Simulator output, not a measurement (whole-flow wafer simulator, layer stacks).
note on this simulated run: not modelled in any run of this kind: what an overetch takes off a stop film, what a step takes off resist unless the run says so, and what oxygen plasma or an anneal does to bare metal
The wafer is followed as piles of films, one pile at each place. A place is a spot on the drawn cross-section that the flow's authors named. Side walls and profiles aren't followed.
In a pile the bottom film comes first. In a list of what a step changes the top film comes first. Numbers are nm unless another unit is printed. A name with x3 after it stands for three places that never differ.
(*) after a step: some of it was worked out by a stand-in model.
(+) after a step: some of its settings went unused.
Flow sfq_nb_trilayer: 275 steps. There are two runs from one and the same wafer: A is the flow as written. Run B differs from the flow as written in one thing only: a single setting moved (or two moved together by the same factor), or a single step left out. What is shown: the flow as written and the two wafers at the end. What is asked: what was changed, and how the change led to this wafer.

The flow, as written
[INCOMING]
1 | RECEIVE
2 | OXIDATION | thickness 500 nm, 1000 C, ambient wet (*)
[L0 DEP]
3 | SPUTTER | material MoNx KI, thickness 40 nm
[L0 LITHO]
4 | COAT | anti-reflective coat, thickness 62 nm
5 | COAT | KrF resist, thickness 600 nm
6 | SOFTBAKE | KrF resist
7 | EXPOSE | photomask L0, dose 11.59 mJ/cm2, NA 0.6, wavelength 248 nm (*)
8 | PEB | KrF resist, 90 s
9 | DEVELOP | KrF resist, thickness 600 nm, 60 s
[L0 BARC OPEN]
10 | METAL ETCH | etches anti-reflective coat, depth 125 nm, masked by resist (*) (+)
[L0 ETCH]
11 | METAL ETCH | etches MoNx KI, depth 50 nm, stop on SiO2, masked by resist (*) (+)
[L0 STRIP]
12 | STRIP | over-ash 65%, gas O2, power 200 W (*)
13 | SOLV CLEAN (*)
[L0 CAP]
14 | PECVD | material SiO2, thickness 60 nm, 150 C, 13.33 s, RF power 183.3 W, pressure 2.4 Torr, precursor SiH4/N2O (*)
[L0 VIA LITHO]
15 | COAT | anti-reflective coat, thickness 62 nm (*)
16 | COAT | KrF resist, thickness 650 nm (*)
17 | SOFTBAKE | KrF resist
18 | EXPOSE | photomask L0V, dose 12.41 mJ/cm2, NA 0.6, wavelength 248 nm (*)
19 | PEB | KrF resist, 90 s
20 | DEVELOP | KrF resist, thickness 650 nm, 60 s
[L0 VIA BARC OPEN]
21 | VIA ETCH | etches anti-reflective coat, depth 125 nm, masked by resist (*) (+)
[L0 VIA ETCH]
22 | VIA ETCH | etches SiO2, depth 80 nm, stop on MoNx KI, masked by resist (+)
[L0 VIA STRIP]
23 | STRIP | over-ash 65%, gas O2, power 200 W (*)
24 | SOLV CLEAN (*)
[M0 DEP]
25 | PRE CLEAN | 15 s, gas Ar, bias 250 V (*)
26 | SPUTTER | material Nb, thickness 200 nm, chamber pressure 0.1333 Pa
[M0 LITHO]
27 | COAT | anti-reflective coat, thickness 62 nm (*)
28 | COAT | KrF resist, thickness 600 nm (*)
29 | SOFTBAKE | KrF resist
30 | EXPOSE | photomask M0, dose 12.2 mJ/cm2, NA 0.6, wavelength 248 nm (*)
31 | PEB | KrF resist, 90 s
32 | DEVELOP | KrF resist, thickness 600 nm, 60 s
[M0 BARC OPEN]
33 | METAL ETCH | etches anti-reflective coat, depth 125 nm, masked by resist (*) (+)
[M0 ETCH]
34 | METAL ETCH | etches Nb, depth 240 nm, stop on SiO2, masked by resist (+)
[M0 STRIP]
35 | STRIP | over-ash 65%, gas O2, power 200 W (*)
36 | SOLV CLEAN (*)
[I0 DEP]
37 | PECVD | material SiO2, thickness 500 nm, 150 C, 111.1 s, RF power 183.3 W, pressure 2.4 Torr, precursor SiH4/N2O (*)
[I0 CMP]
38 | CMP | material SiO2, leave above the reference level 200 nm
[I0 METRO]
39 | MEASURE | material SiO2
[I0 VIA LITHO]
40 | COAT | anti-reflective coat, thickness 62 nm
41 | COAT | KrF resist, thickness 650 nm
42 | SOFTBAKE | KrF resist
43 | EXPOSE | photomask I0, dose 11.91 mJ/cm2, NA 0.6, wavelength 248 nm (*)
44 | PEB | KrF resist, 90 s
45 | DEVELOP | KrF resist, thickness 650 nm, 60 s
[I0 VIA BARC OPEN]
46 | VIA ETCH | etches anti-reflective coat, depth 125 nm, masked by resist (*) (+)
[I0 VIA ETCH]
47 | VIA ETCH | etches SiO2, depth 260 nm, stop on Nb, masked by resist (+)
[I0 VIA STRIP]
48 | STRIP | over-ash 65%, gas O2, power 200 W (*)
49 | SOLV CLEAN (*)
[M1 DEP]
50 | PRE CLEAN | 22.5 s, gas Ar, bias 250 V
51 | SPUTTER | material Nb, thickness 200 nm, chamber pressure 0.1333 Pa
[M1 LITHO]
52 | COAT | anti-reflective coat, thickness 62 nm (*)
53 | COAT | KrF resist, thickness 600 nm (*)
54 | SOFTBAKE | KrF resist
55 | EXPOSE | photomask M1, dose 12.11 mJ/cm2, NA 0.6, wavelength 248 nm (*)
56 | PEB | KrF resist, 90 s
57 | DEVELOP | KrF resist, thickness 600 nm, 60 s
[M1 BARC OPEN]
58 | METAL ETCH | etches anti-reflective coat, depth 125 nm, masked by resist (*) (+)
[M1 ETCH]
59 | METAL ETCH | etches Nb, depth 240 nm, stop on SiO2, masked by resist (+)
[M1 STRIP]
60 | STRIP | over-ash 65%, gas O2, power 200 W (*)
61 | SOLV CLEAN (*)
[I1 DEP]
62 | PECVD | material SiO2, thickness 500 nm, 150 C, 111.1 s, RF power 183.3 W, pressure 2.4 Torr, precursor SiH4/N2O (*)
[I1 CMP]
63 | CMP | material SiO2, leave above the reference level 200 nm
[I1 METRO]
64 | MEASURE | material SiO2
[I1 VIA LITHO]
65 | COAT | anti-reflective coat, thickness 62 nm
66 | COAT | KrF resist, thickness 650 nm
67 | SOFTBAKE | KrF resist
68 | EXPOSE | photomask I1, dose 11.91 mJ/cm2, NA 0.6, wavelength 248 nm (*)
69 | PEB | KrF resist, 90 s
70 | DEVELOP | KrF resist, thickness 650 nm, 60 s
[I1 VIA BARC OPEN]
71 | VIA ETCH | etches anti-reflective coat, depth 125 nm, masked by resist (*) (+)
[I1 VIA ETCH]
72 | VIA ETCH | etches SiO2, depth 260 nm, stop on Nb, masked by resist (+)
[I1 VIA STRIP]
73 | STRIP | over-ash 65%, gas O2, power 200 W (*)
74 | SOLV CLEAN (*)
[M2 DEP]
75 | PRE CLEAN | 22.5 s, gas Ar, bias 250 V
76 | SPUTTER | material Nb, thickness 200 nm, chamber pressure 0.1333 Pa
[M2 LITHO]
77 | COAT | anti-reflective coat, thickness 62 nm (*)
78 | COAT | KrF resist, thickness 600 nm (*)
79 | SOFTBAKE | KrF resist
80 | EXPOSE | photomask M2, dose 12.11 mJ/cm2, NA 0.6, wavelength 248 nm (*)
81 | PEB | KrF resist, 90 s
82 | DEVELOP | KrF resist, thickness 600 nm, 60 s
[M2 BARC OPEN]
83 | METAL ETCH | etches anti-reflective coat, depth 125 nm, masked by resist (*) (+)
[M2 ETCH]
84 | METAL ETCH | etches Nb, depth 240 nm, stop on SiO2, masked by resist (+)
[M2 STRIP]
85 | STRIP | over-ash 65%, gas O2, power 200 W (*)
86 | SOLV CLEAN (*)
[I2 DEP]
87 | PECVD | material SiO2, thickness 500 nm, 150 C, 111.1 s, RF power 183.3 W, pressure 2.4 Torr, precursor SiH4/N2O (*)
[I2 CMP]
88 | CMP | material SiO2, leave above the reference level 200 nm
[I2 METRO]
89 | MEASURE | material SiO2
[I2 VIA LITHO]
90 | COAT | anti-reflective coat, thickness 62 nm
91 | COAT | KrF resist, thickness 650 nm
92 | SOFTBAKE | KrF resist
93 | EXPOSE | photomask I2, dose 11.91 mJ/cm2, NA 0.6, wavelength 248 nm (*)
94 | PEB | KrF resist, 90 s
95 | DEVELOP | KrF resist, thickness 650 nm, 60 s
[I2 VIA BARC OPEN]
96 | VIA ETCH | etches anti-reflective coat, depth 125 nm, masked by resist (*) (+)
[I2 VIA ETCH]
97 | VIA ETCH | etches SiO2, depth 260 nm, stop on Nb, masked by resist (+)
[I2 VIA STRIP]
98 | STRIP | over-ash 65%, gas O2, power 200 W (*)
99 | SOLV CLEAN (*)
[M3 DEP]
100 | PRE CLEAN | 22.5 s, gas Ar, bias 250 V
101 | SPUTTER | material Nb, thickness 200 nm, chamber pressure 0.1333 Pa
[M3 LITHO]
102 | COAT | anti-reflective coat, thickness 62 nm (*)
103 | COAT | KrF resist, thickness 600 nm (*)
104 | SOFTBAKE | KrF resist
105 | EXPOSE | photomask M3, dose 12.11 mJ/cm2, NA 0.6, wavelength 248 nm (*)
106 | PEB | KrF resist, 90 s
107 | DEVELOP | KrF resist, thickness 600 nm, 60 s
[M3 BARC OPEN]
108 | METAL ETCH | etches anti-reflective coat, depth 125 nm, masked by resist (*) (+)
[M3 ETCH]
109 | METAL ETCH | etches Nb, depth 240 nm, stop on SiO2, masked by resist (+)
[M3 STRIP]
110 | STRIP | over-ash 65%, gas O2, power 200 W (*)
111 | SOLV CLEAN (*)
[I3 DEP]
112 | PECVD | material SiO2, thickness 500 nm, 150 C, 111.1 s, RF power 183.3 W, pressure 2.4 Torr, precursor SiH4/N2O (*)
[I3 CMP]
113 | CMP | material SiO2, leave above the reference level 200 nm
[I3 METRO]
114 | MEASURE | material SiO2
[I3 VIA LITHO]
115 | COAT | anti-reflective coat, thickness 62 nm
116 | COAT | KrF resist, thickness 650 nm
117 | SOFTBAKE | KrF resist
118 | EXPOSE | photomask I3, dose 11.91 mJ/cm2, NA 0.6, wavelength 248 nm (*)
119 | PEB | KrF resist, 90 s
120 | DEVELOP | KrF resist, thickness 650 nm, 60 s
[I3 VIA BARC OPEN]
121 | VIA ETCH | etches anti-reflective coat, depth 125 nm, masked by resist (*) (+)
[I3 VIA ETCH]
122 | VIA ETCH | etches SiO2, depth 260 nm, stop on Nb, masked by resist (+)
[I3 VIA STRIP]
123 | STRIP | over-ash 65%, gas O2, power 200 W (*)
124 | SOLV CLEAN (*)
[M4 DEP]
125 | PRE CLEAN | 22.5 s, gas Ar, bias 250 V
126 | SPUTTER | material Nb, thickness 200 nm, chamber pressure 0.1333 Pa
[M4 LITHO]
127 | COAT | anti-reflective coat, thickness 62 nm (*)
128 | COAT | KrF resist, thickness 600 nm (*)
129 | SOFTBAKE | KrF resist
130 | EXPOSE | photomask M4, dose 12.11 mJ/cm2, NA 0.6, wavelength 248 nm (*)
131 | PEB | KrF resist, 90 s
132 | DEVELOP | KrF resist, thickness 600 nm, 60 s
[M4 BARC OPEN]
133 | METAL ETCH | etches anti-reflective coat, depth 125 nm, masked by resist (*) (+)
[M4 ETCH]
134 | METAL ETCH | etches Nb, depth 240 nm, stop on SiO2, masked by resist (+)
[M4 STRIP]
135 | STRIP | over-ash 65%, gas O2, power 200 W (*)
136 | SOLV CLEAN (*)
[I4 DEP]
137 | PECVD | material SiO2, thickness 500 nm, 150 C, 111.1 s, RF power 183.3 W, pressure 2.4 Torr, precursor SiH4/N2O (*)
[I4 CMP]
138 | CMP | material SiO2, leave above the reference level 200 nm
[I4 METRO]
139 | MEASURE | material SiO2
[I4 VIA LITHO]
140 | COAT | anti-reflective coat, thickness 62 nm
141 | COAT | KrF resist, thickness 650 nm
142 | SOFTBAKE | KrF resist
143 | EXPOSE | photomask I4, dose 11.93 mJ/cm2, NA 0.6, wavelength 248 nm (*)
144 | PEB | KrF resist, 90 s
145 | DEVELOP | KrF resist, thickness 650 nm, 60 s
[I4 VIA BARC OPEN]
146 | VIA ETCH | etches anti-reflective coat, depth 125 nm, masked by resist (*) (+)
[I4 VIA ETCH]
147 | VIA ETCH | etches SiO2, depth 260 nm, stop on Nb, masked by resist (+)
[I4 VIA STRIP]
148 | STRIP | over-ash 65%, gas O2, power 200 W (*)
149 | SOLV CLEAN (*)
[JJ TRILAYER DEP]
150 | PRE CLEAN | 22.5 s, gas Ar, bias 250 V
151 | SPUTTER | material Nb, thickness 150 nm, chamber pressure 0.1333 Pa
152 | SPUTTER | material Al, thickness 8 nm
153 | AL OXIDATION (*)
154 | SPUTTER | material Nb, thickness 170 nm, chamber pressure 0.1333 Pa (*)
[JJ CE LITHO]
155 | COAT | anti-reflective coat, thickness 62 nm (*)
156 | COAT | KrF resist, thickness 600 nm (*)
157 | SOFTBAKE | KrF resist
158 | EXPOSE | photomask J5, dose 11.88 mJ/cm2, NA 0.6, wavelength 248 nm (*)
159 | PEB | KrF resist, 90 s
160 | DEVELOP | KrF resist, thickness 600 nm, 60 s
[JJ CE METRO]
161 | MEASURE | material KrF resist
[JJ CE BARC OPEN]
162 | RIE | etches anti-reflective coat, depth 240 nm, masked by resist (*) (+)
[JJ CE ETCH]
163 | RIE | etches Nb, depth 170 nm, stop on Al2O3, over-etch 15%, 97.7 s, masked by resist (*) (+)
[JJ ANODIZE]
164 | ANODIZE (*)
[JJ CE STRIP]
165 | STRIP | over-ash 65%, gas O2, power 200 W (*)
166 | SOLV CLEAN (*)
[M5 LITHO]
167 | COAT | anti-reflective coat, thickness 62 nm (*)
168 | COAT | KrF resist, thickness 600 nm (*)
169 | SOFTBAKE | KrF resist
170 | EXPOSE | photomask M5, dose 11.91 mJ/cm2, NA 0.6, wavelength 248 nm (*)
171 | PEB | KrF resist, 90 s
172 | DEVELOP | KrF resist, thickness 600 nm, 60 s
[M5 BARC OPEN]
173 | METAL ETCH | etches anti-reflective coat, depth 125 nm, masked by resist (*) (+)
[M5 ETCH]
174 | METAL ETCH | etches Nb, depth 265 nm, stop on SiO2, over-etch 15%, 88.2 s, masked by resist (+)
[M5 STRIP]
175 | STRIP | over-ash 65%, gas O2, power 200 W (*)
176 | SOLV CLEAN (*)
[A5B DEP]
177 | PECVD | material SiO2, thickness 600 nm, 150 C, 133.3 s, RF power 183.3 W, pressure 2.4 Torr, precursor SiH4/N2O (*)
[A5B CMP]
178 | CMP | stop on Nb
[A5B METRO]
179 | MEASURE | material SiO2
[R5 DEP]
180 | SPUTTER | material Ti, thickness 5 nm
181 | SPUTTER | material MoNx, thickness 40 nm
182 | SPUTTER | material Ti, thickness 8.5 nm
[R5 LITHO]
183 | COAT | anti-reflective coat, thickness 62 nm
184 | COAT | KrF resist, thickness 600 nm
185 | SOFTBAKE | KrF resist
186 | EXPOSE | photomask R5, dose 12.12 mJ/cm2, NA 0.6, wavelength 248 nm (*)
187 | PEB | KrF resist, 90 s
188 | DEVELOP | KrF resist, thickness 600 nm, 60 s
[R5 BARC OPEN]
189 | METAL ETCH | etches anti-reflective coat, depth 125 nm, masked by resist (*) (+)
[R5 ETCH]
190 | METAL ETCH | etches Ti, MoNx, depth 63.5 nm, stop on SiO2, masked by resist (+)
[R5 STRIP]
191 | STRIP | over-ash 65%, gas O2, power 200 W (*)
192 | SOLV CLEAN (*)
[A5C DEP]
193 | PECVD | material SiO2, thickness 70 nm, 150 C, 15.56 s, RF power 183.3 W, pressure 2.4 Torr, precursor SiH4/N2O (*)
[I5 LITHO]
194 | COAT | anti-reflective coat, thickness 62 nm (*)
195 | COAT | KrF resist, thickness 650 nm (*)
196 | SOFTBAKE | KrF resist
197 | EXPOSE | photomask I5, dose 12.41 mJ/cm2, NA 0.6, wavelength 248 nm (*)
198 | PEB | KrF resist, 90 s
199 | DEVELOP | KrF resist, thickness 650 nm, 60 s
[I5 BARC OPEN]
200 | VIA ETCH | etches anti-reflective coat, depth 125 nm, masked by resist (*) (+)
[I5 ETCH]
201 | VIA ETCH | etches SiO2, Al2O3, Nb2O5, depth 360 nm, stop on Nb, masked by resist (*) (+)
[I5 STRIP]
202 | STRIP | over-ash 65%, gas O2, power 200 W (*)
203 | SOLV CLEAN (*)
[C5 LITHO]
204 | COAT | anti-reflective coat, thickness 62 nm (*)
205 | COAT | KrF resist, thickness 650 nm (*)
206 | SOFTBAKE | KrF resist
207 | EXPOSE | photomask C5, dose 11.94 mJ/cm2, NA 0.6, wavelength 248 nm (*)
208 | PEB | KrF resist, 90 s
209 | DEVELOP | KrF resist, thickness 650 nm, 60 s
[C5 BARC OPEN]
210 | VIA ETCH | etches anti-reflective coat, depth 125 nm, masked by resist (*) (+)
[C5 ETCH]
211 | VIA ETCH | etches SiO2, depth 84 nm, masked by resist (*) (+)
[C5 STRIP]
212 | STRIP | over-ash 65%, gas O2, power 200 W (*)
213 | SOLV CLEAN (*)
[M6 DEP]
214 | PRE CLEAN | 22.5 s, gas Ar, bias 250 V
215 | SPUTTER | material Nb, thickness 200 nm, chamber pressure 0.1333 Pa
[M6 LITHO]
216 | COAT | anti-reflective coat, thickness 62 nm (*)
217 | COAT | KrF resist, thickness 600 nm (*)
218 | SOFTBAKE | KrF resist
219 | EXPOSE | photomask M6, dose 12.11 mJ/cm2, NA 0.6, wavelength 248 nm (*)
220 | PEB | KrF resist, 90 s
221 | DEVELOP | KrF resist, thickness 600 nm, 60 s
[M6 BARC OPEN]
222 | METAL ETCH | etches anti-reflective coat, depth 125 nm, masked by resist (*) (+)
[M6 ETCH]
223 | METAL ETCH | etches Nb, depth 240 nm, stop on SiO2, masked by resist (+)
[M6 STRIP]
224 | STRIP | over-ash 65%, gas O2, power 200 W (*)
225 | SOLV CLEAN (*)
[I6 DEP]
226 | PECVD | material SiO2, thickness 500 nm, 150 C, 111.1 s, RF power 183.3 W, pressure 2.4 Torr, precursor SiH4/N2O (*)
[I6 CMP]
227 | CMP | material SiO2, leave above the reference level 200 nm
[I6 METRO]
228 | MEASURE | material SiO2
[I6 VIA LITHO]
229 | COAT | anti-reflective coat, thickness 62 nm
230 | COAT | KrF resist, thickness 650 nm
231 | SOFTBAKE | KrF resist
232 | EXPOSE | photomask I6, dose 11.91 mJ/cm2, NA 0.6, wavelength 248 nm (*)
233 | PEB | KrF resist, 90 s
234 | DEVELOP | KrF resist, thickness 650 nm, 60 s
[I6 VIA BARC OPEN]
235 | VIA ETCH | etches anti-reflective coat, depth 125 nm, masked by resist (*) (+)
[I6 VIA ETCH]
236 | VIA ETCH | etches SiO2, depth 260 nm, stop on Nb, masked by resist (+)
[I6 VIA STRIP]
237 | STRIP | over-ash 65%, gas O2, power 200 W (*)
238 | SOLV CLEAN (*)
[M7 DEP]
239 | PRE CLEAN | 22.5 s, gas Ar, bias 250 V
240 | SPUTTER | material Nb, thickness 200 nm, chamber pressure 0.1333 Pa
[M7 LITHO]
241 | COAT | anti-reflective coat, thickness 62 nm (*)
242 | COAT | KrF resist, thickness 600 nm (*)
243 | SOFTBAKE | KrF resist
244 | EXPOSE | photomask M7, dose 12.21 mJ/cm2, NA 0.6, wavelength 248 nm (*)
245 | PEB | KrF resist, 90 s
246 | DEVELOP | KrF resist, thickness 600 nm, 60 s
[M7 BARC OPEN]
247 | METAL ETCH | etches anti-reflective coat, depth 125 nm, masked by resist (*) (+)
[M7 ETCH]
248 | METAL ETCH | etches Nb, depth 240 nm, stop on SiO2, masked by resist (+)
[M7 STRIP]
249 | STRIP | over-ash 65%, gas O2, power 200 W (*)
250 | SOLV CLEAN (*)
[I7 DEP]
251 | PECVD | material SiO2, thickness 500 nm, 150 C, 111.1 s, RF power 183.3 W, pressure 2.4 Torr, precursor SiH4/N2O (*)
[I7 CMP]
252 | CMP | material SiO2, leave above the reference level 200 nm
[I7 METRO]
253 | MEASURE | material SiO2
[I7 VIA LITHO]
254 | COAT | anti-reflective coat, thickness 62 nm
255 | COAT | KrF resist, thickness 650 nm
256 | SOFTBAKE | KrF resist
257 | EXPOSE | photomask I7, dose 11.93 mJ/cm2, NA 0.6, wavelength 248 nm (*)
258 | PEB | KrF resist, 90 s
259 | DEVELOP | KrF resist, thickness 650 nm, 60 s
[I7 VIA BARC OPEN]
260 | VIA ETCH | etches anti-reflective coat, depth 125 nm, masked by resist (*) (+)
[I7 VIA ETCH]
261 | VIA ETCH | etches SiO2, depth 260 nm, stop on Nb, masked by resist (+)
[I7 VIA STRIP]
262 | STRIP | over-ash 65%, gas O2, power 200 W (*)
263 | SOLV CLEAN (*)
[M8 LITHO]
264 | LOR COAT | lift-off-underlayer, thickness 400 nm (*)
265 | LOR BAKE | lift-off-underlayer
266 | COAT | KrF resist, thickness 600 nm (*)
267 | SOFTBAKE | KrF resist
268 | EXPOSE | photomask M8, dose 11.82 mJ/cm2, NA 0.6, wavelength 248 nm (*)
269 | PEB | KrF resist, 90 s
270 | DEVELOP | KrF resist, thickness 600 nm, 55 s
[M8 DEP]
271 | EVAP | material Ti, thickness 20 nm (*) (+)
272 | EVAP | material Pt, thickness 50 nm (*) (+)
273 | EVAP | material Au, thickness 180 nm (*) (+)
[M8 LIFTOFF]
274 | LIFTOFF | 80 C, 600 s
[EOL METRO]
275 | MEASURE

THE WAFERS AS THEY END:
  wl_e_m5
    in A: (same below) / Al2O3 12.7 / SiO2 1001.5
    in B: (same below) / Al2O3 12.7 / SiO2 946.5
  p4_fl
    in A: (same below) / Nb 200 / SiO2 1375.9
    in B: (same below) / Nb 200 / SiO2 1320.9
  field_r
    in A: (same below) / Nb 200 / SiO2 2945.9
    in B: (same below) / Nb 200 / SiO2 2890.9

The reason: step 215, SPUTTER: thickness 145 nm was run, while the flow as written has thickness 200 nm.

How this came from the change, step by step:
  215 | SPUTTER | material Nb, thickness 200 nm, chamber pressure 0.1333 Pa
      field_l, v_sur, via_wl and 100 more: A Nb gains 200 (new film) | B Nb gains 145 (new film)
      be: A Nb gains 147.3 | B Nb gains 107.2
      (and at 2 other places as well)
  216 | COAT | anti-reflective coat, thickness 62 nm (*)
      be: A anti-reflective coat gains 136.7 (new film) | B anti-reflective coat gains 132.2 (new film)
  223 | METAL ETCH | etches Nb, depth 240 nm, stop on SiO2, masked by resist (+)
      field_l, gap, moat and 76 more: A Nb loses 200 (all of it) | B Nb loses 145 (all of it)
      v_sur, via_wl, via_w and 24 more: A KrF resist loses 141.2 | B KrF resist loses 127.9
  224 | STRIP | over-ash 65%, gas O2, power 200 W (*)
      wl_j_sl, wl_j_sr: A KrF resist loses 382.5 (all of it), anti-reflective coat loses 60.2 (all of it) | B KrF resist loses 395.8 (all of it), anti-reflective coat loses 60.2 (all of it)
      wl_c_m6, wl_f_m6: A KrF resist loses 382.3 (all of it), anti-reflective coat loses 62 (all of it) | B KrF resist loses 395.5 (all of it), anti-reflective coat loses 62 (all of it)
      (and at 23 other places as well)
  226 | PECVD | material SiO2, thickness 500 nm, 150 C, 111.1 s, RF power 183.3 W, pressure 2.4 Torr, precursor SiH4/N2O (*)
      gap, wl_a_sl, m6r_space_l x2: A SiO2 gains 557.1 | B SiO2 gains 502.1
      be: A SiO2 gains 693.5 (new film) | B SiO2 gains 672.8 (new film)
  227 | CMP | material SiO2, leave above the reference level 200 nm
      field_l, p4_fl, p4_fm and 59 more: A SiO2 loses 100 | B SiO2 loses 155
      moat, field_r, lsp_l, ln_m5, lsp_m: A SiO2 loses 93.6 | B SiO2 loses 155
      (and at 9 other places as well)
